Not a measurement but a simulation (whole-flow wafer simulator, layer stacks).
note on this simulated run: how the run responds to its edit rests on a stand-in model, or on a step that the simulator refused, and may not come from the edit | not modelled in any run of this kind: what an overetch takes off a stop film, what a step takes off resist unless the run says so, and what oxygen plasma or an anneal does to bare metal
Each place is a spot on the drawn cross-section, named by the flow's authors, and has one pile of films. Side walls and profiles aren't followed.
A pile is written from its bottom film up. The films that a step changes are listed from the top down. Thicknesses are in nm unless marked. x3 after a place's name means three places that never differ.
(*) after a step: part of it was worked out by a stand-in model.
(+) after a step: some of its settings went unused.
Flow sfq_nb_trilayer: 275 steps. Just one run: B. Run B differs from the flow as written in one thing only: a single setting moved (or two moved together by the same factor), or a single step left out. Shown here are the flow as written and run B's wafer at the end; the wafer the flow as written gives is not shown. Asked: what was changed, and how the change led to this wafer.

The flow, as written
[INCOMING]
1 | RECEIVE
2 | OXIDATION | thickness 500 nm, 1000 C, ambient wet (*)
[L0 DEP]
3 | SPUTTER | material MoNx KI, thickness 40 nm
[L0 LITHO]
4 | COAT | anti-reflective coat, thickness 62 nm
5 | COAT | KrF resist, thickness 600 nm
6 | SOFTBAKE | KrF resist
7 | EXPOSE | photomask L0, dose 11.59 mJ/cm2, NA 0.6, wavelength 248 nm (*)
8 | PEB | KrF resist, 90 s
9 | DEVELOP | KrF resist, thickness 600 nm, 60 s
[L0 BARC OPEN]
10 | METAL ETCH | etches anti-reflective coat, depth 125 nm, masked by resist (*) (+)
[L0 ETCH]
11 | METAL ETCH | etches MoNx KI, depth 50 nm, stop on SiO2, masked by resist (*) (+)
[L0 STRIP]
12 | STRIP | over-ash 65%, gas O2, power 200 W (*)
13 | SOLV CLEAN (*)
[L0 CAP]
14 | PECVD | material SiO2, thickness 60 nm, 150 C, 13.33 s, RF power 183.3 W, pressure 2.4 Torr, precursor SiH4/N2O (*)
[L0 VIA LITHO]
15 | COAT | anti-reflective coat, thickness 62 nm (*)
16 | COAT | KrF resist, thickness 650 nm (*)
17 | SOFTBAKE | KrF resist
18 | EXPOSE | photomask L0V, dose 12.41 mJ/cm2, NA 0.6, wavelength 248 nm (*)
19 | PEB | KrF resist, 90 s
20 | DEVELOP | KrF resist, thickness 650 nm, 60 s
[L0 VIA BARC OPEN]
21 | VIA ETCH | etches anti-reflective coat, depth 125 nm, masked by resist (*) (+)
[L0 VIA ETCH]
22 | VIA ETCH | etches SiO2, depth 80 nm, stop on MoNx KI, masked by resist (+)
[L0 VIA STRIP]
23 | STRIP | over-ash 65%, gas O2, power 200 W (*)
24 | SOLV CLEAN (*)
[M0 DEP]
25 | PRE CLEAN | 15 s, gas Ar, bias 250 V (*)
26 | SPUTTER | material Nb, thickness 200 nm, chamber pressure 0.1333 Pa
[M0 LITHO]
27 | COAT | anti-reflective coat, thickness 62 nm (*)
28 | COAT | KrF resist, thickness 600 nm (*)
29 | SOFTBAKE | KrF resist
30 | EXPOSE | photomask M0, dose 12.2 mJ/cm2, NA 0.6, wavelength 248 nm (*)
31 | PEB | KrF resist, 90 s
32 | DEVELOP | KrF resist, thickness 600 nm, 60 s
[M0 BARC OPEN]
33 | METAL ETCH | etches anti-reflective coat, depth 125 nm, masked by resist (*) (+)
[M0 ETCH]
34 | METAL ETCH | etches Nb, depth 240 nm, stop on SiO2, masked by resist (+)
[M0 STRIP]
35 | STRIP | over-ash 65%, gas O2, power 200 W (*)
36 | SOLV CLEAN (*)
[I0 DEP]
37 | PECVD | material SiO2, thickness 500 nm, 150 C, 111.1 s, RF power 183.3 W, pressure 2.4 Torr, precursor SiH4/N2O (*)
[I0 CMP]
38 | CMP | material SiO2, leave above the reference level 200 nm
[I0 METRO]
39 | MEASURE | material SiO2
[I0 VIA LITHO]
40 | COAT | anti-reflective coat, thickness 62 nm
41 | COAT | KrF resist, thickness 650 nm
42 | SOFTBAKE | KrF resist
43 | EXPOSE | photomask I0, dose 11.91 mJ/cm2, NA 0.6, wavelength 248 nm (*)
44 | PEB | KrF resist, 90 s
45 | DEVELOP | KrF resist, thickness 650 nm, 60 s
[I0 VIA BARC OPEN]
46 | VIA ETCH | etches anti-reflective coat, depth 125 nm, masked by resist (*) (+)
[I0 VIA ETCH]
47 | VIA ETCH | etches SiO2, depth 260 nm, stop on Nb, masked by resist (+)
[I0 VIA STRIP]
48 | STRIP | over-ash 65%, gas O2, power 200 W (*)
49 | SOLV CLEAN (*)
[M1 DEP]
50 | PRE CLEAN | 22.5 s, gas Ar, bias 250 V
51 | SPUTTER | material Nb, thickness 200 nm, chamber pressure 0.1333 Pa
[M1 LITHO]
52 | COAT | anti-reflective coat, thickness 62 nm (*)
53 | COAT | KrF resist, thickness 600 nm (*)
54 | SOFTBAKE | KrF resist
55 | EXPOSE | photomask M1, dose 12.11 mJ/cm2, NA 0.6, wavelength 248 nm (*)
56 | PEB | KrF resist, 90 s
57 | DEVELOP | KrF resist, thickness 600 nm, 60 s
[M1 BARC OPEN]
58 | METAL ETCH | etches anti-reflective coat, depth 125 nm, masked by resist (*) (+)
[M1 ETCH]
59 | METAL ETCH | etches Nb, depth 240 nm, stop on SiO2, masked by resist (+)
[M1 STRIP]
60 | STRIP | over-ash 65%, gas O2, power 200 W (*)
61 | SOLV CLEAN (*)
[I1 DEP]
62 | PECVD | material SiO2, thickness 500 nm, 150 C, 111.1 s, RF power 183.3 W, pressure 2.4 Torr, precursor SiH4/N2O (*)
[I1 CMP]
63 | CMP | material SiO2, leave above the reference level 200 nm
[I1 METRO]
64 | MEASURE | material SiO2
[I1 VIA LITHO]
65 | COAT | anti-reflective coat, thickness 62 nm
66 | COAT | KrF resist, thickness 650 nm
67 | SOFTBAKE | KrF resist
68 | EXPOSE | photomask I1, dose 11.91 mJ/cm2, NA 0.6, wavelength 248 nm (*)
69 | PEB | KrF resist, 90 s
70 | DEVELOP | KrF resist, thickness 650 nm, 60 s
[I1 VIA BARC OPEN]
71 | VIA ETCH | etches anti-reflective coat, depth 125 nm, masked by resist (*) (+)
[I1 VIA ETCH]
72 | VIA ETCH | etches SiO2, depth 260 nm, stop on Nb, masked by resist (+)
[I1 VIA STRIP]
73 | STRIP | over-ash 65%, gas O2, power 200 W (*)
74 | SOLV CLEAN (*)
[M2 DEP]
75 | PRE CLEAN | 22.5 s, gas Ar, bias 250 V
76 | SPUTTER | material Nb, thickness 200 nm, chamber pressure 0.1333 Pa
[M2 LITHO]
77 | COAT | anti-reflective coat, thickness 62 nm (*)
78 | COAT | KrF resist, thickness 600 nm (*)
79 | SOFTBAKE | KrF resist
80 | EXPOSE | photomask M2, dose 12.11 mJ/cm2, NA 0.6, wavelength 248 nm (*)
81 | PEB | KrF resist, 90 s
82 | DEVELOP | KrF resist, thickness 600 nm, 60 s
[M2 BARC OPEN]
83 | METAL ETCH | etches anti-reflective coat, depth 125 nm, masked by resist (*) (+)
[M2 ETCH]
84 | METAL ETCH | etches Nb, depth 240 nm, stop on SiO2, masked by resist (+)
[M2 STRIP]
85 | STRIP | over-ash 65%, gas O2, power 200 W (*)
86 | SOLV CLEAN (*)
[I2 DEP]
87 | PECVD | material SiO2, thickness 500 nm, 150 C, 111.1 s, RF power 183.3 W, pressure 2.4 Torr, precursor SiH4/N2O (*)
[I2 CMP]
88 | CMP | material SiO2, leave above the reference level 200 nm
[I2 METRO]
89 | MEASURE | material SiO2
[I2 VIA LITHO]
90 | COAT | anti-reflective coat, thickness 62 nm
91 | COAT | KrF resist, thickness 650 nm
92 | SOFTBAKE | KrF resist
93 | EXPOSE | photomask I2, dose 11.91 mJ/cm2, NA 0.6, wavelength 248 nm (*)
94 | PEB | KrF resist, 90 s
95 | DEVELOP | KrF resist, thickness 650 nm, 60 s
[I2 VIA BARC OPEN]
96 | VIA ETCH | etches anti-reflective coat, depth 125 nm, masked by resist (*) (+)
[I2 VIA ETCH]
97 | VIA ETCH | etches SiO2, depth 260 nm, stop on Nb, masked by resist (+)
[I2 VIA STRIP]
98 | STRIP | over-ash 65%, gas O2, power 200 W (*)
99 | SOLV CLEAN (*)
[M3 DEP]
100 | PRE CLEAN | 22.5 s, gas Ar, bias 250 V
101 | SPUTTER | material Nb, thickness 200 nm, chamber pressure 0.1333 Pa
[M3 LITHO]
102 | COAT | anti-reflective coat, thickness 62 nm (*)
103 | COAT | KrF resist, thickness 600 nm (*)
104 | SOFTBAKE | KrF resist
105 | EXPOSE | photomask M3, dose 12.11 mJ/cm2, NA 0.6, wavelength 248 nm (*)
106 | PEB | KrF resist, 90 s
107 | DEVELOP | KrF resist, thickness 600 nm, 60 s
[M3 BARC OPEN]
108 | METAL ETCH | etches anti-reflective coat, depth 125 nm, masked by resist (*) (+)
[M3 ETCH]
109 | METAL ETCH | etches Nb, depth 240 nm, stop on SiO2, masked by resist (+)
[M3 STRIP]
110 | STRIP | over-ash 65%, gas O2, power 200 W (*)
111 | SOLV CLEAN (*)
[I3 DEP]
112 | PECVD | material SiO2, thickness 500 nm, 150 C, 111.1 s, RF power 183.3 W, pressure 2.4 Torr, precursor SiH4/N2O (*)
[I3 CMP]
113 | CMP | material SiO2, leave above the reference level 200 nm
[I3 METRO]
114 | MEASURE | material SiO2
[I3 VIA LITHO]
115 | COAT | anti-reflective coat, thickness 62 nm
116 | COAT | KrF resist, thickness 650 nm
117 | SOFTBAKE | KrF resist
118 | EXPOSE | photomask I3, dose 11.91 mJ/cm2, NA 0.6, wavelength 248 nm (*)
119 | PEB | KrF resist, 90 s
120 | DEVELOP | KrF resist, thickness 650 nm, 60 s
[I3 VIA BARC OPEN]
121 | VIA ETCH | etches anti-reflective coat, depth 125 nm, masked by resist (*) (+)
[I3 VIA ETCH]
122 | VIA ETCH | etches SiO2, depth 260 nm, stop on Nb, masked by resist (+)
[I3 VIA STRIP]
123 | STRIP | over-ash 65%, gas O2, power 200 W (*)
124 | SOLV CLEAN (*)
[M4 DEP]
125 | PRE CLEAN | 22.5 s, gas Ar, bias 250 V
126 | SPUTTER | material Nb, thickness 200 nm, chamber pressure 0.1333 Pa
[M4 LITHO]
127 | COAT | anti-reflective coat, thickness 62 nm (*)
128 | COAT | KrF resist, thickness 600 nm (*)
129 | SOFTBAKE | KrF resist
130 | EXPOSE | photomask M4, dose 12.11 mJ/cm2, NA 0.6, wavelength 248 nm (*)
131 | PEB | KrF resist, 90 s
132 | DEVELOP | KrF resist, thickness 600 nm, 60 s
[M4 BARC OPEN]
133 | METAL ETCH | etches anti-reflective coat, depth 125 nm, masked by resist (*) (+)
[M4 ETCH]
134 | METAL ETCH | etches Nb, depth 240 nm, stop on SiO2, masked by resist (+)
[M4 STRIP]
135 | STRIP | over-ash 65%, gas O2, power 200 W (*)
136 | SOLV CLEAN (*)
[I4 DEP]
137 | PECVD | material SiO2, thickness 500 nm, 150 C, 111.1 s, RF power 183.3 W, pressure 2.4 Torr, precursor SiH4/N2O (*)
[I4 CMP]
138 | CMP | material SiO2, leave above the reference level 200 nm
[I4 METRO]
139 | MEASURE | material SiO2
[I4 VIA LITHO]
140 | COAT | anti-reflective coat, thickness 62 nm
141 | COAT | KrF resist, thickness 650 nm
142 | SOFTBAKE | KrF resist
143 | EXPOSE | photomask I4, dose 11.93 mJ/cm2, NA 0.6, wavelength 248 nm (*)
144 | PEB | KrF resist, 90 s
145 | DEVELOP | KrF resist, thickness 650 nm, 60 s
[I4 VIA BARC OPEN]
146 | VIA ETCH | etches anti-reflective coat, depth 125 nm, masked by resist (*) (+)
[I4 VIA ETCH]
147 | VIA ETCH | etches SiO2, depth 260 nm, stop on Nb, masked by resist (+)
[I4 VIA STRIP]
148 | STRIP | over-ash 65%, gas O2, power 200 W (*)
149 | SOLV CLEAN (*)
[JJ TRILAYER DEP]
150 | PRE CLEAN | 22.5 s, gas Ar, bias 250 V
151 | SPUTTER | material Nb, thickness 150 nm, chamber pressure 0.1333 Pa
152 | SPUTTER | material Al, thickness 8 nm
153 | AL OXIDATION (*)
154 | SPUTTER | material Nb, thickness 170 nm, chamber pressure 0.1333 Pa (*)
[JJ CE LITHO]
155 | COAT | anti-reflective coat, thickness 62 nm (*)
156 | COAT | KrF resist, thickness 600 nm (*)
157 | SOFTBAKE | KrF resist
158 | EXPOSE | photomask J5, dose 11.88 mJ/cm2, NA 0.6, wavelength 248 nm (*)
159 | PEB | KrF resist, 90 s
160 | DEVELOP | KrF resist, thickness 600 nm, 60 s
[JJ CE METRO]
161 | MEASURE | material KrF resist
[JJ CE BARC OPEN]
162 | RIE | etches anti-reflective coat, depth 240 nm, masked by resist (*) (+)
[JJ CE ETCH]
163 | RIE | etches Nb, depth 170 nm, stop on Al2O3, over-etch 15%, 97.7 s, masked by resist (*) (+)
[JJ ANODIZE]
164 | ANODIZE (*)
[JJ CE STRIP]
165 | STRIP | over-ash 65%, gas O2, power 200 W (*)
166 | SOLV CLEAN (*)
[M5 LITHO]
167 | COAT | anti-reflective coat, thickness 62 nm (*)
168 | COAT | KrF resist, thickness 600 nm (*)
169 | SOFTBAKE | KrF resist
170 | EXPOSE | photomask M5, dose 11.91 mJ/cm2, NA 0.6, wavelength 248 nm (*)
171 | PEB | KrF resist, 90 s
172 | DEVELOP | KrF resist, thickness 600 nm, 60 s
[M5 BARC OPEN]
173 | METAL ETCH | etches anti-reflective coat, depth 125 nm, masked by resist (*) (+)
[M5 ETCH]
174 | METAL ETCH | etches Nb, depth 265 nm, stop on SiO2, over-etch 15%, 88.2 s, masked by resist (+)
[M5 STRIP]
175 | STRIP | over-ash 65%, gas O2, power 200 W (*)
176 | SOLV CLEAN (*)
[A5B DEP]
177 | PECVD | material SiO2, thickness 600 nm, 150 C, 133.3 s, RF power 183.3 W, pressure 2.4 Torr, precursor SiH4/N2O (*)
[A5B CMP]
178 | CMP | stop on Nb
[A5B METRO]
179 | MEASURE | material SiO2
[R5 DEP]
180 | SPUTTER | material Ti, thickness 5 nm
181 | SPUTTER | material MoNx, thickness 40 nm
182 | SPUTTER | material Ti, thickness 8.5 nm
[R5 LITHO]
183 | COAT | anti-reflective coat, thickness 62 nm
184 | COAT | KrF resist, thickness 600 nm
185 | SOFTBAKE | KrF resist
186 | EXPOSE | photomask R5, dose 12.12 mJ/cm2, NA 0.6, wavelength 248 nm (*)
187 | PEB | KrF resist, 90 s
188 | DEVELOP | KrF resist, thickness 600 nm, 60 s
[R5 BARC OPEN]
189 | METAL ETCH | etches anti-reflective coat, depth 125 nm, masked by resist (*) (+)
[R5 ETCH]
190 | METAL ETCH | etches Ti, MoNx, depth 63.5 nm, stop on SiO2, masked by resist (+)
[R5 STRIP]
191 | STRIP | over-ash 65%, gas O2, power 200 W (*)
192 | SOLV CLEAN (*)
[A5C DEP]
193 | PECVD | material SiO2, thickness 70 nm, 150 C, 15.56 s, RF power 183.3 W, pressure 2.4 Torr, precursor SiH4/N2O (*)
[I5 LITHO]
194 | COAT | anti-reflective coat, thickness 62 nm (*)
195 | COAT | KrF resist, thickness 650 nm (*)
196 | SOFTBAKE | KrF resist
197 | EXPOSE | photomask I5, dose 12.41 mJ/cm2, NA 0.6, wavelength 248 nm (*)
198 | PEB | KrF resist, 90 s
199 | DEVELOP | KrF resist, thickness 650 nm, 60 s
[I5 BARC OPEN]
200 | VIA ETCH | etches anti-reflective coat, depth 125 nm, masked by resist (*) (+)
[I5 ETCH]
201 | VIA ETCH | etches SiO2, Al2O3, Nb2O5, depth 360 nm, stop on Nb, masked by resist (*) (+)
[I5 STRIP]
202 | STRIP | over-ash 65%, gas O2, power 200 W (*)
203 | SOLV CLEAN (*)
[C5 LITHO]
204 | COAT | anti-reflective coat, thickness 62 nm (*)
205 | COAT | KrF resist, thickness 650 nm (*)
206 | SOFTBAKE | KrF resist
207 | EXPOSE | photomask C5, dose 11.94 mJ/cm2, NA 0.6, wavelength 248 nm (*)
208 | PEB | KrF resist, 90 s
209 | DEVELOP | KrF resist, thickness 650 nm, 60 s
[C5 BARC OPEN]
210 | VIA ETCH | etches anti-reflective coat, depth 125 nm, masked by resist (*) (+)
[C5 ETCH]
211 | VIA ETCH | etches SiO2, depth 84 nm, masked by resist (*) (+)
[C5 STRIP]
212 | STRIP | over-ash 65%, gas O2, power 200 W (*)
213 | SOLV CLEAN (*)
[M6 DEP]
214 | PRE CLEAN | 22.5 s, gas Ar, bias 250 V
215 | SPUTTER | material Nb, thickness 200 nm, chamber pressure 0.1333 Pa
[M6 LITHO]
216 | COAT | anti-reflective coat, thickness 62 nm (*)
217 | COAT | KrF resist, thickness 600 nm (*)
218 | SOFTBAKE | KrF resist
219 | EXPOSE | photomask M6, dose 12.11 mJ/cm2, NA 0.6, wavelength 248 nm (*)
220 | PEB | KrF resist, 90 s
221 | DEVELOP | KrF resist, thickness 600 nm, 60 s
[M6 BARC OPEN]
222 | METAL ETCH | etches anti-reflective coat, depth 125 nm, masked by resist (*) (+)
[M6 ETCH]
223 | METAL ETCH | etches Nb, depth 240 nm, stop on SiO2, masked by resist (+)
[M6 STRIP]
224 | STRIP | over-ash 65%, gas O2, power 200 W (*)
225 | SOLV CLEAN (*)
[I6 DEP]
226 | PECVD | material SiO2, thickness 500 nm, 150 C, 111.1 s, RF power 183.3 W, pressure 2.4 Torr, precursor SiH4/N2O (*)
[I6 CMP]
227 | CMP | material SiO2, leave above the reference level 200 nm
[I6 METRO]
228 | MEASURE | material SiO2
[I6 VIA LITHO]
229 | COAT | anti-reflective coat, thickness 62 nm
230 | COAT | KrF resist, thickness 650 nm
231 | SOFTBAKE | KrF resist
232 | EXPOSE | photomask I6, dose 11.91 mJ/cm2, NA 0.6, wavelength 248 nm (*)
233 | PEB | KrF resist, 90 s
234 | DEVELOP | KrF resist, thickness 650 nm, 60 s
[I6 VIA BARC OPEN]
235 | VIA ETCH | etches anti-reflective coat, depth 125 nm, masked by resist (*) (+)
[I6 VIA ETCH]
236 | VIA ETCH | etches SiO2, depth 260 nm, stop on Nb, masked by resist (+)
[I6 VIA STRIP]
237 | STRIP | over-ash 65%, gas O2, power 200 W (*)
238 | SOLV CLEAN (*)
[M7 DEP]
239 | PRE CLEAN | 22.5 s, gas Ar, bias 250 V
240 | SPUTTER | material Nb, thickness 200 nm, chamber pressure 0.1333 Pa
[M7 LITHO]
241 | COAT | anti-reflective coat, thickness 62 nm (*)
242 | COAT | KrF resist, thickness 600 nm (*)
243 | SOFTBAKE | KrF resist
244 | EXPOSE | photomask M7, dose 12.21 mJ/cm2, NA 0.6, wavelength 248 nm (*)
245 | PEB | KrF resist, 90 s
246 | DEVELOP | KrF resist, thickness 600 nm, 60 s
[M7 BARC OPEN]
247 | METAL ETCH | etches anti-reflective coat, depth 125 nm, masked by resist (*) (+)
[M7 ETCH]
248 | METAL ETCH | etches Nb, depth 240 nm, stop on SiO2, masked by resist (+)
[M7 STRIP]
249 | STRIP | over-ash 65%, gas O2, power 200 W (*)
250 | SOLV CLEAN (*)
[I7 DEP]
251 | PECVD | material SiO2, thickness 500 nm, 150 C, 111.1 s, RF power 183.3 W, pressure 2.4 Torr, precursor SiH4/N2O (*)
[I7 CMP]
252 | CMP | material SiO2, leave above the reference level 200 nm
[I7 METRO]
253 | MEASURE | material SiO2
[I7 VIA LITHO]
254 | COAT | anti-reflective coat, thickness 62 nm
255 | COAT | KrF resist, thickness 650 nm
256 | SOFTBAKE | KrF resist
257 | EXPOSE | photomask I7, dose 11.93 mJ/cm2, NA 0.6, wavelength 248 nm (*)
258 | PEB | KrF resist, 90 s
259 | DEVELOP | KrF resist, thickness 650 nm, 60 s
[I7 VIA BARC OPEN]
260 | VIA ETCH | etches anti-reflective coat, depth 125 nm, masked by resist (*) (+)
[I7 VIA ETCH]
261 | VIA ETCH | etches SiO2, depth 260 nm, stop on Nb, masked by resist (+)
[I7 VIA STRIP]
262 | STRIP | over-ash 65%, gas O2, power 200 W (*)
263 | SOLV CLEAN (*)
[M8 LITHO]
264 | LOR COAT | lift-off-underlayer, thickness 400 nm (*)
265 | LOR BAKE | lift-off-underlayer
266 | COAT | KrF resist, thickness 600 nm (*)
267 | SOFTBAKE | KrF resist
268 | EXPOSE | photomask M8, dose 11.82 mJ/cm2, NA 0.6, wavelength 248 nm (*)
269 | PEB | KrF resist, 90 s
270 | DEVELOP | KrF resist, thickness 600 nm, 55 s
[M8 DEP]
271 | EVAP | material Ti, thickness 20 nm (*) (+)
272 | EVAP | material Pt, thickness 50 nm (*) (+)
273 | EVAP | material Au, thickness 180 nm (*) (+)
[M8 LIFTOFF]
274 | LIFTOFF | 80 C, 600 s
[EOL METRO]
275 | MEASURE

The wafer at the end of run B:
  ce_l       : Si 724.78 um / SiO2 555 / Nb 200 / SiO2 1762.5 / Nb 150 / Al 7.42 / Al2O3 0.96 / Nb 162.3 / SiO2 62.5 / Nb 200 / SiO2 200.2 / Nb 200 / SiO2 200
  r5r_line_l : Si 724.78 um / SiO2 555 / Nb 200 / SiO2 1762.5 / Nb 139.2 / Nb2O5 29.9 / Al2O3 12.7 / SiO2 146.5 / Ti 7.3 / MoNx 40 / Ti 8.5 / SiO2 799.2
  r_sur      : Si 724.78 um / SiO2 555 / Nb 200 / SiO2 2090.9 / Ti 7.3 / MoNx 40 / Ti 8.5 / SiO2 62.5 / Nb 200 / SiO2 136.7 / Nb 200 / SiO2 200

Cause: step 180, SPUTTER: thickness 7.3 nm was run, whereas the flow has thickness 5 nm.
The wafer lets one read it off: r5r_line_l has Ti 7.3, and step 180 as written asks for 5 nm.

Step by step, how the change led to this:
  180 | SPUTTER | material Ti, thickness 5 nm
      field_l, v_sur, via_wl and 103 more: +7.3 Ti (new film) (it would be, as written: +5 Ti (new film))
  190 | METAL ETCH | etches Ti, MoNx, depth 63.5 nm, stop on SiO2, masked by resist (+)
      field_l, v_sur, via_wl and 92 more: -8.5 Ti (all of it), -40 MoNx (all of it), -7.3 Ti (all of it) (it would be, as written: -8.5 Ti (all of it), -40 MoNx (all of it), -5 Ti (all of it))
      ce_l, c5j, ce_r, wl_jj: -8.5 Ti (all of it), -40 MoNx (all of it), -7.3 Ti (all of it), -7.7 Nb (it would be, as written: -8.5 Ti (all of it), -40 MoNx (all of it), -5 Ti (all of it), -10 Nb)
